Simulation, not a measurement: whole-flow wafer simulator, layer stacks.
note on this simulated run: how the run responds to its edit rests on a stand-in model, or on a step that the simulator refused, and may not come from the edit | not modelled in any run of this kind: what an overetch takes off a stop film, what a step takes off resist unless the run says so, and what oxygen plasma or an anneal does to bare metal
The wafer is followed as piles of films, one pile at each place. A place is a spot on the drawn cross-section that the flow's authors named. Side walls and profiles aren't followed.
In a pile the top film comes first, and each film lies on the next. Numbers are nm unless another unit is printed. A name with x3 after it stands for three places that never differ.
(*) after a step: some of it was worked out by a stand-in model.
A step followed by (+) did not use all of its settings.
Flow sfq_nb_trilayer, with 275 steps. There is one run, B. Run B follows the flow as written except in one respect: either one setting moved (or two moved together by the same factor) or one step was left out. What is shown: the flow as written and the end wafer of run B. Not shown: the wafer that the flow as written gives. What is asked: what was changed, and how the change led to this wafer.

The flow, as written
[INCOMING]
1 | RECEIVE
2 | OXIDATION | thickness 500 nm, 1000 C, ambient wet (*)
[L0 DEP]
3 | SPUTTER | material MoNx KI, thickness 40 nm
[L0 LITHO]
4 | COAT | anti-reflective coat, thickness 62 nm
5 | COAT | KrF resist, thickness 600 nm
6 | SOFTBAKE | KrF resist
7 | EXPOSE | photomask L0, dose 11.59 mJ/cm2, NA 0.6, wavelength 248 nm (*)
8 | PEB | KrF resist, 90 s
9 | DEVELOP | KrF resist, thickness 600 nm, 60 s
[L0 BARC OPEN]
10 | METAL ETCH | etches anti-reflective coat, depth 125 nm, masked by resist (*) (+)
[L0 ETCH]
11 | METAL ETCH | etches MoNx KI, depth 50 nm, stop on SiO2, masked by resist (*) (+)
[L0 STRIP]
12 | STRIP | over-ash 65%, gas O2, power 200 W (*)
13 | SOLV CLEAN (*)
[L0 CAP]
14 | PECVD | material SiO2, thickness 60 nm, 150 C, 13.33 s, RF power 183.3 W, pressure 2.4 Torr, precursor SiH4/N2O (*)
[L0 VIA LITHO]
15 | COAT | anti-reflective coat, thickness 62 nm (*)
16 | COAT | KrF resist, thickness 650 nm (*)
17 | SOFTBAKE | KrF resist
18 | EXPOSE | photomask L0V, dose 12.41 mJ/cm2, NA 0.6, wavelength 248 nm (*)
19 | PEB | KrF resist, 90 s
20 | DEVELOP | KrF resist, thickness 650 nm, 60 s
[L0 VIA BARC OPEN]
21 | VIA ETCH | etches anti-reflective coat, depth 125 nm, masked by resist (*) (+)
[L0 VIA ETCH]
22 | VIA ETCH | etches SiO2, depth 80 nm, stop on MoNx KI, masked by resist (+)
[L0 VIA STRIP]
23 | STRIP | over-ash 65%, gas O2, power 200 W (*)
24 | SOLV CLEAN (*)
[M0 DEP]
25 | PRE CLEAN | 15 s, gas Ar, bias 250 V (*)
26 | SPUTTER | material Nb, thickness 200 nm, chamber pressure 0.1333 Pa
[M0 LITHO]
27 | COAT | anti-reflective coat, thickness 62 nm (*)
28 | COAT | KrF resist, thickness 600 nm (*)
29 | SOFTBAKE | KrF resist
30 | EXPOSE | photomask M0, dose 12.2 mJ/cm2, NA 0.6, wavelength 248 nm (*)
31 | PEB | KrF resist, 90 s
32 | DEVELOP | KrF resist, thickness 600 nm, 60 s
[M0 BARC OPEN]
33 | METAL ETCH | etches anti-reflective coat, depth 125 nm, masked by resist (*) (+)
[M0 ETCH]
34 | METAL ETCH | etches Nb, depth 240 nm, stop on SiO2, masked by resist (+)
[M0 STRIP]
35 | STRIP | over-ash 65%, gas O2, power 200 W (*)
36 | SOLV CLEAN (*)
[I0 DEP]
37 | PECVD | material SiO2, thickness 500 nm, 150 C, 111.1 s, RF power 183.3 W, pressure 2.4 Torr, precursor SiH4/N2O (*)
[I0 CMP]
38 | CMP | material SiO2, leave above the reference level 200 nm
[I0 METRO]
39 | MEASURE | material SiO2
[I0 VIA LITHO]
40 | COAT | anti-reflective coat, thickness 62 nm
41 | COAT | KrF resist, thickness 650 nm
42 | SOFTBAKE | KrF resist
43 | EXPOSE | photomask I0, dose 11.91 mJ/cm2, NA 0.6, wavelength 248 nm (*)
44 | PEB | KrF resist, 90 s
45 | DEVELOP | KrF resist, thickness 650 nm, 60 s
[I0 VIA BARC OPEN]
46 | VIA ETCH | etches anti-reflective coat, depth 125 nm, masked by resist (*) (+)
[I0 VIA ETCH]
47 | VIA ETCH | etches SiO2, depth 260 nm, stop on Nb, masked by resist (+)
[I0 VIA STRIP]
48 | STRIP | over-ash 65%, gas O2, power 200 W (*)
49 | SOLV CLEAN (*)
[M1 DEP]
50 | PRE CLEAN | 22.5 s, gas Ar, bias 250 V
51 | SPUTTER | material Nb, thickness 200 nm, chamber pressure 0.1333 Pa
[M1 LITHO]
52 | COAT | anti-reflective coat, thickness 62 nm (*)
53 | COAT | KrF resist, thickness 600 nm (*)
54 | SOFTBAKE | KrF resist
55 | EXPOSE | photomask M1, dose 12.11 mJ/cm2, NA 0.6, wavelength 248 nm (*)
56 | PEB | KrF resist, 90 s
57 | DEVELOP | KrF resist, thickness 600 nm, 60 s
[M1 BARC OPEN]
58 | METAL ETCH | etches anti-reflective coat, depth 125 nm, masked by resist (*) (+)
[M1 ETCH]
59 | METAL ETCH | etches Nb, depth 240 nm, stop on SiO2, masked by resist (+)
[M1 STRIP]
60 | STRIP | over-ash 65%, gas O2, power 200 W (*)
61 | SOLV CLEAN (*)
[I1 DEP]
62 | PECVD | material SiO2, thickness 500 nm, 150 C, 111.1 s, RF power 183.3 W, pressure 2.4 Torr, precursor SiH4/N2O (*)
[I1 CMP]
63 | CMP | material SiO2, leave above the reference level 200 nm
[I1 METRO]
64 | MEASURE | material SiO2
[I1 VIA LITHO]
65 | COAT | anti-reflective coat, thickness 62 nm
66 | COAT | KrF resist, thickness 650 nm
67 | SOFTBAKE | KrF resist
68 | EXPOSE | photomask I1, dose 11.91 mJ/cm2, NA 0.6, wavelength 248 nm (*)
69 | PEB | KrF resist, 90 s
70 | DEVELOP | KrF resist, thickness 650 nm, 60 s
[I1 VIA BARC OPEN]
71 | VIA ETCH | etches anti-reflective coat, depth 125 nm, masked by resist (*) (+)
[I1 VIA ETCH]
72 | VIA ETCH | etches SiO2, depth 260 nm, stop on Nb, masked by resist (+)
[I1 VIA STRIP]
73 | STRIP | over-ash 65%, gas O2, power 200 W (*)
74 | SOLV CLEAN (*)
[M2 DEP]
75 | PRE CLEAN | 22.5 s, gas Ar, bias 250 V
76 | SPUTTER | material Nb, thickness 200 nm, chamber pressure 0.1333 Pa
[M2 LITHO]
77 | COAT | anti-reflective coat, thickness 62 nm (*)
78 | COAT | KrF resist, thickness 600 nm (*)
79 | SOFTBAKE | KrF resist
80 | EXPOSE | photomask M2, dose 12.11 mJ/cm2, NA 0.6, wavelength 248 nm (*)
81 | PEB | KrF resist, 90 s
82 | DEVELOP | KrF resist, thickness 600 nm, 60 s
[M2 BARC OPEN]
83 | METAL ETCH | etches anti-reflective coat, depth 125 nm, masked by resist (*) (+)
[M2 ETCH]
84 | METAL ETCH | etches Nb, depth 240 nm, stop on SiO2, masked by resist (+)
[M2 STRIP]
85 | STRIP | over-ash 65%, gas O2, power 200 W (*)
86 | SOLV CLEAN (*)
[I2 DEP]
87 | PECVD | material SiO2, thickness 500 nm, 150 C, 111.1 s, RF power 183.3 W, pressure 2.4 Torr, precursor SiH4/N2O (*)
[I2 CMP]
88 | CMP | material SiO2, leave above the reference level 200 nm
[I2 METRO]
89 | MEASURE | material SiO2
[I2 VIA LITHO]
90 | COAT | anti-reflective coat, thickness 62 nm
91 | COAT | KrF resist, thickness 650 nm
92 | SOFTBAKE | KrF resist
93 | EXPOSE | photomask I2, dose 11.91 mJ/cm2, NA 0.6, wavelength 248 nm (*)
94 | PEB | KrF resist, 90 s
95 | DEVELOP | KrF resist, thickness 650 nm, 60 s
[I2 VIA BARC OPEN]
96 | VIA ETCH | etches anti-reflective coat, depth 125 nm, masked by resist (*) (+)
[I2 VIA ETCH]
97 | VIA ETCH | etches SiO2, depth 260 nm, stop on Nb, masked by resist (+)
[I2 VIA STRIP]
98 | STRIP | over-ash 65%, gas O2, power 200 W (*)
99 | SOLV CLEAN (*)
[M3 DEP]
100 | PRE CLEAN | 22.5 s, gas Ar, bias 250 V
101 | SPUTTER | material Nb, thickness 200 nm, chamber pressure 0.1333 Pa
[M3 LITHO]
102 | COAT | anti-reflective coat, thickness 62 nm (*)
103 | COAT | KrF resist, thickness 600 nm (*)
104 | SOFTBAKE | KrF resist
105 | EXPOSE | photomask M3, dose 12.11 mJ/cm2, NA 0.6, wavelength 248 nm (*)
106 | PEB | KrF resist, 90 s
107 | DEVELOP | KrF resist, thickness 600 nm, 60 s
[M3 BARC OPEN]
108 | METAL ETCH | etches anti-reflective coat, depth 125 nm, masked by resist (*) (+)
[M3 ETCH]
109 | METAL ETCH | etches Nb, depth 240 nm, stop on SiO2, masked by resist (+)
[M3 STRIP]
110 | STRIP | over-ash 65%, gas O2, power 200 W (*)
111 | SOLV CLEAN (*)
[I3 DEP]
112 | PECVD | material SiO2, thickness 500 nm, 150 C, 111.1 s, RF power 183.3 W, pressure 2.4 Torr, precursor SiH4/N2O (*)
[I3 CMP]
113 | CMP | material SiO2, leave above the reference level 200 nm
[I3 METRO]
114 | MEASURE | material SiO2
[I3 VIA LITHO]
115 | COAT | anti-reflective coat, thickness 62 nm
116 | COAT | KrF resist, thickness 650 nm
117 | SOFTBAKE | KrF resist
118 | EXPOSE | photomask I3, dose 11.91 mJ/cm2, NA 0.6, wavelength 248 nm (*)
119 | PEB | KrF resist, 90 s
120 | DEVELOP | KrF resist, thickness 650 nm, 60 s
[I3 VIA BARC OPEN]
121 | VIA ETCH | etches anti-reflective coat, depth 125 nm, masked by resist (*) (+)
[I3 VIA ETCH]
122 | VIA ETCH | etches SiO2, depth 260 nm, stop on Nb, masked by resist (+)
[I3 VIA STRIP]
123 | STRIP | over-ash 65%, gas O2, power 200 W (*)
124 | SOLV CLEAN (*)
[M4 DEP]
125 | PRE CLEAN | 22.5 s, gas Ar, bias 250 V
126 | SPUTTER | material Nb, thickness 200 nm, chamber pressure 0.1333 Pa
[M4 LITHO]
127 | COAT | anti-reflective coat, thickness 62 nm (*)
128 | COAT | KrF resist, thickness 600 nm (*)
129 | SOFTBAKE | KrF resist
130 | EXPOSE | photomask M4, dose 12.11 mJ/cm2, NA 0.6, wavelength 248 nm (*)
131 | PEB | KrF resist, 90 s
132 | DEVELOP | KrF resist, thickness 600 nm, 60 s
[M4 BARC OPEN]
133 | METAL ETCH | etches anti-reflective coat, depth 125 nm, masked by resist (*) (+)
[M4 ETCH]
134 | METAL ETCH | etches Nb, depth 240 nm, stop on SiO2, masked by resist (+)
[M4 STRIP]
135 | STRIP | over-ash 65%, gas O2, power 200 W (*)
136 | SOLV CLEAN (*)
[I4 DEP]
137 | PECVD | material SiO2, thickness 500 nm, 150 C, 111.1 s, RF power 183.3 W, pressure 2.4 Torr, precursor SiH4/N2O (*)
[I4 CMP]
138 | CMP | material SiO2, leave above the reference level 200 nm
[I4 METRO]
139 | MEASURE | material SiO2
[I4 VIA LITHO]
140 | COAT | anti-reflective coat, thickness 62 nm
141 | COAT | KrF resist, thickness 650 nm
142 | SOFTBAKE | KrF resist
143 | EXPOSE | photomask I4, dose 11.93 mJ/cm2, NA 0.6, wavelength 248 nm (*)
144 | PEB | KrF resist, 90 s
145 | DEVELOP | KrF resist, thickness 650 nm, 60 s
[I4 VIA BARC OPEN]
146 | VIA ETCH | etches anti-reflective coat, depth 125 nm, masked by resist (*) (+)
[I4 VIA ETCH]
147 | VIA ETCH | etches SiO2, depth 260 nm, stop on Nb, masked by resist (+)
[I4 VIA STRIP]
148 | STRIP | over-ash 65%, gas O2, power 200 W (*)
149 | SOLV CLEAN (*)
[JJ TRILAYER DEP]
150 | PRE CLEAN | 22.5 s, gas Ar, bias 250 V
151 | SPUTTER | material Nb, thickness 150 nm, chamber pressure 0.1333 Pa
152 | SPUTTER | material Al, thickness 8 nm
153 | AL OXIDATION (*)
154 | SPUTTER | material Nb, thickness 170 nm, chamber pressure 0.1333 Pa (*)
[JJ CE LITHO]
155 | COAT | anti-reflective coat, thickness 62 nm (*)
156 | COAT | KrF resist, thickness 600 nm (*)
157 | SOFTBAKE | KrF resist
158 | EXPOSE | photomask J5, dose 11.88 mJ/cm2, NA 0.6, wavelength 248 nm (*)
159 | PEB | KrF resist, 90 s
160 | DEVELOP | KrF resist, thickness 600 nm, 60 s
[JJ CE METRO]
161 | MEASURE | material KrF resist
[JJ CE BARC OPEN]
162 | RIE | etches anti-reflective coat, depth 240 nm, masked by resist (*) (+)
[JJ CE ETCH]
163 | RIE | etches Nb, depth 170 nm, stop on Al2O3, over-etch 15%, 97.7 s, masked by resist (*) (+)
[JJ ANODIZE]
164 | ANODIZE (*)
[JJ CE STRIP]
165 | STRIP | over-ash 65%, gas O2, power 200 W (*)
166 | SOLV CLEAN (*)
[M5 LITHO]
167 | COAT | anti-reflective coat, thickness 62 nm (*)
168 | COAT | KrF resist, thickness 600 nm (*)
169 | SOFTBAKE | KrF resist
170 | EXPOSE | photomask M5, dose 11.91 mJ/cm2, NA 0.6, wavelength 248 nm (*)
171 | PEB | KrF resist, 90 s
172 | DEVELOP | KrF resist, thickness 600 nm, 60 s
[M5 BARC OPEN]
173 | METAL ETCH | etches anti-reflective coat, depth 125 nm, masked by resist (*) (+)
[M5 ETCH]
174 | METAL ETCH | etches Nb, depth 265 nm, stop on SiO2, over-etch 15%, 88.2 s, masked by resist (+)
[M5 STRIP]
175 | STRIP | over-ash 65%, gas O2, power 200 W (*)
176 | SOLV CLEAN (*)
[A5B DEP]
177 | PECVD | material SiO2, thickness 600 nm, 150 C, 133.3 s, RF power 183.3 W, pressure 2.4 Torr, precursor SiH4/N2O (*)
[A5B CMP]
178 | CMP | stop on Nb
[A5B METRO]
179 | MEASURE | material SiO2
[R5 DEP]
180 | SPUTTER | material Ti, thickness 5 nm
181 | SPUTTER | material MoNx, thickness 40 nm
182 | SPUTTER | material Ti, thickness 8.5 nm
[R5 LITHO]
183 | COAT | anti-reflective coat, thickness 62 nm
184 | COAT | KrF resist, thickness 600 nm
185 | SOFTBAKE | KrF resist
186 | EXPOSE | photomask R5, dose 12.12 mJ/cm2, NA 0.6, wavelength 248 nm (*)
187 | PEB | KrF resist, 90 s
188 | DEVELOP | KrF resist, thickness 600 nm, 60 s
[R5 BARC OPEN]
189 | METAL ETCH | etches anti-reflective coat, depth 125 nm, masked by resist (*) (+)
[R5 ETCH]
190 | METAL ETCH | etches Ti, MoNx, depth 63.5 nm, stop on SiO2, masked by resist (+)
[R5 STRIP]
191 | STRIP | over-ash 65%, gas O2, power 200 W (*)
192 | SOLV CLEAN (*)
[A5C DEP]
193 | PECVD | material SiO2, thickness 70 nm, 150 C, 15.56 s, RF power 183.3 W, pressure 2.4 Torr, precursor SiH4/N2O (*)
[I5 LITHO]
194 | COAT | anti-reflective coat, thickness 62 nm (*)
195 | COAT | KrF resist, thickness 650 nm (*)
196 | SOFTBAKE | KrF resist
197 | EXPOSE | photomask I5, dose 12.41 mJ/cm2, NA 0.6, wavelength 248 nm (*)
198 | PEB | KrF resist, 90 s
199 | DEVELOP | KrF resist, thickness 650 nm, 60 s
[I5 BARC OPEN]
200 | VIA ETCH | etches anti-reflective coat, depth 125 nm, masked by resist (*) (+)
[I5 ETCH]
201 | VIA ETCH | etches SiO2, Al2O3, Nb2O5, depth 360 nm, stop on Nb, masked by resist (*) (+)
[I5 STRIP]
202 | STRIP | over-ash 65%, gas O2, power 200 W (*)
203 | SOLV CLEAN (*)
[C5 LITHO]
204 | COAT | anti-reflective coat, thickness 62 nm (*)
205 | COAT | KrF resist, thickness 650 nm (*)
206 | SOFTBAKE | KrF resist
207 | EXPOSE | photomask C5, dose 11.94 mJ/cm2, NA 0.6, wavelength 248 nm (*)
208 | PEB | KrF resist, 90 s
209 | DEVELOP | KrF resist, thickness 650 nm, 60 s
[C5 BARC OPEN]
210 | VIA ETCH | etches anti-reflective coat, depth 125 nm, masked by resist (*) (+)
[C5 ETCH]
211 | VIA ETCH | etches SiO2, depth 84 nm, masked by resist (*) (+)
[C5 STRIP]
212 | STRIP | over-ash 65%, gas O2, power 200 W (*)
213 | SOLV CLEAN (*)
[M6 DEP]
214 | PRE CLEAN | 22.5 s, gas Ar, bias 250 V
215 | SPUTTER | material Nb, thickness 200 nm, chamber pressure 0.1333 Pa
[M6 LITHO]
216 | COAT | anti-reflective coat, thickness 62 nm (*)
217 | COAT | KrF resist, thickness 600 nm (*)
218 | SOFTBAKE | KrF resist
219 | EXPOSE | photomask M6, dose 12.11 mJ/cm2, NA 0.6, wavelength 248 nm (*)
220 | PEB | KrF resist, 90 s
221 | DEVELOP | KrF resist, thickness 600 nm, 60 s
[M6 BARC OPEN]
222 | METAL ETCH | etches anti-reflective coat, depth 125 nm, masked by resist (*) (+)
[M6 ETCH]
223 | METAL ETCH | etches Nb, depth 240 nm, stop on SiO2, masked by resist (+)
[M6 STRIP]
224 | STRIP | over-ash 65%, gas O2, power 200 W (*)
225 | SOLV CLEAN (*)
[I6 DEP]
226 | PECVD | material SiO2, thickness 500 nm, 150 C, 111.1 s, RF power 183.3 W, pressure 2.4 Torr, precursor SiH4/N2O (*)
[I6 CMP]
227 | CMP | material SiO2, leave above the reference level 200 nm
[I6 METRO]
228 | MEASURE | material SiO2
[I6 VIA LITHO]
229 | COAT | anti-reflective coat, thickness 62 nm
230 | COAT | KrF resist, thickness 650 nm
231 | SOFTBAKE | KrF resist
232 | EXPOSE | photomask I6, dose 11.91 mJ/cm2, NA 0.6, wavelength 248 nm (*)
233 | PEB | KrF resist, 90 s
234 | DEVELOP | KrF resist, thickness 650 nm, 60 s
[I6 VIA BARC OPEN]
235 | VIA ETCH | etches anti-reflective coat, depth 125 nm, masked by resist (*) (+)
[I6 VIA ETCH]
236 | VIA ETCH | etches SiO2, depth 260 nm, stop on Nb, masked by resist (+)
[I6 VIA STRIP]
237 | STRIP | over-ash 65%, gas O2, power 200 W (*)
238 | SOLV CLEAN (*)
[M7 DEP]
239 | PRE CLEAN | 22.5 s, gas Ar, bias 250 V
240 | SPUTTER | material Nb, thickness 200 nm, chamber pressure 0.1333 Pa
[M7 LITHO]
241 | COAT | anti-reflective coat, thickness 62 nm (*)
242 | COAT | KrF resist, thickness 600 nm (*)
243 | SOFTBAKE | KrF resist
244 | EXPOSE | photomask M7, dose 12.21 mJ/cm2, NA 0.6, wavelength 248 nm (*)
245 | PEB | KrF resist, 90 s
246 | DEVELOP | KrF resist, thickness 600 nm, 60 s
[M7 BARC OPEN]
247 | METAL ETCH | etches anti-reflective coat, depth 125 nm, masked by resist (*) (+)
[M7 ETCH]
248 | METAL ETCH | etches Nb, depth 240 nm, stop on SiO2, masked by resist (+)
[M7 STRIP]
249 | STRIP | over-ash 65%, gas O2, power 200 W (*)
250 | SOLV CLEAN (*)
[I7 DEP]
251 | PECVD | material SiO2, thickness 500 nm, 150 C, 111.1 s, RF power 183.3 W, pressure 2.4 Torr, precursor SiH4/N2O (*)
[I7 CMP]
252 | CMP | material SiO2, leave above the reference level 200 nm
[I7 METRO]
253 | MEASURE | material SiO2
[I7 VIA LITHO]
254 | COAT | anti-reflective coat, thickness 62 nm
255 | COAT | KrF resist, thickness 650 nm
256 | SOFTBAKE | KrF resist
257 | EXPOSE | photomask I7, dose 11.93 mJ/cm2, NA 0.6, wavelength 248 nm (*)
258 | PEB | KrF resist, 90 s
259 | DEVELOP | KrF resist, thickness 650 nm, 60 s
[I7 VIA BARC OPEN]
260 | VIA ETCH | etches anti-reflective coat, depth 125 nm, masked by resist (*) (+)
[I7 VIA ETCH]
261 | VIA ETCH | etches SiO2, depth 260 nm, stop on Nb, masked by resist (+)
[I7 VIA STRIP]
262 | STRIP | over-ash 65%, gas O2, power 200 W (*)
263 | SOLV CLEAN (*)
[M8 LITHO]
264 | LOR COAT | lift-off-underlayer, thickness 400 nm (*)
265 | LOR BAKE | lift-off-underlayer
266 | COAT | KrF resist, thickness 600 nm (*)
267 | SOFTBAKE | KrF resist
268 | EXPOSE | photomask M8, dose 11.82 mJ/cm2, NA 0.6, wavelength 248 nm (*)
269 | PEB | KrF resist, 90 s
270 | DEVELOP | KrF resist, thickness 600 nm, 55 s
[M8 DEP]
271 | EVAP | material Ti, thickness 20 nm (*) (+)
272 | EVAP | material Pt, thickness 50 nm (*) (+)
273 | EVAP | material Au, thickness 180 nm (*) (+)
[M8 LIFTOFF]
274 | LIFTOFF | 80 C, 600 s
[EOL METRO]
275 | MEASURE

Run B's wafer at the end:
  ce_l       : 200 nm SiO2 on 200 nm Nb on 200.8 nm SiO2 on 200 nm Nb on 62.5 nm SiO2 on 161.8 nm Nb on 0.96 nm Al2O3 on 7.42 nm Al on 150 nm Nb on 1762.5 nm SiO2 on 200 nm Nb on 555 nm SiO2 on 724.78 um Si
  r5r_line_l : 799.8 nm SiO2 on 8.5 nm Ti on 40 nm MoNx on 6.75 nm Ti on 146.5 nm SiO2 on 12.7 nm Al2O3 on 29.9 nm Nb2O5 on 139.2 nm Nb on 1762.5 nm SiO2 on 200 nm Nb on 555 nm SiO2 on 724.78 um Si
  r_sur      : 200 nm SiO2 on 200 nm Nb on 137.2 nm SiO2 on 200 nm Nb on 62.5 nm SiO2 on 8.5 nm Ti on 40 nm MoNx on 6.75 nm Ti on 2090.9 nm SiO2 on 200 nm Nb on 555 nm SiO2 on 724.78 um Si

The reason: step 180, SPUTTER: thickness 6.75 nm was run, though the flow has thickness 5 nm.
The wafer lets one read it off: r5r_line_l has Ti 6.75, and step 180 as written asks for 5 nm.

Step by step, how the change led to this:
  180 | SPUTTER | material Ti, thickness 5 nm
      field_l, v_sur, via_wl and 103 more: +6.75 Ti (new film) (as written it would have been: +5 Ti (new film))
  190 | METAL ETCH | etches Ti, MoNx, depth 63.5 nm, stop on SiO2, masked by resist (+)
      field_l, v_sur, via_wl and 92 more: -8.5 Ti (all of it), -40 MoNx (all of it), -6.75 Ti (all of it) (as written it would have been: -8.5 Ti (all of it), -40 MoNx (all of it), -5 Ti (all of it))
      ce_l, c5j, ce_r, wl_jj: -8.5 Ti (all of it), -40 MoNx (all of it), -6.75 Ti (all of it), -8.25 Nb (as written it would have been: -8.5 Ti (all of it), -40 MoNx (all of it), -5 Ti (all of it), -10 Nb)
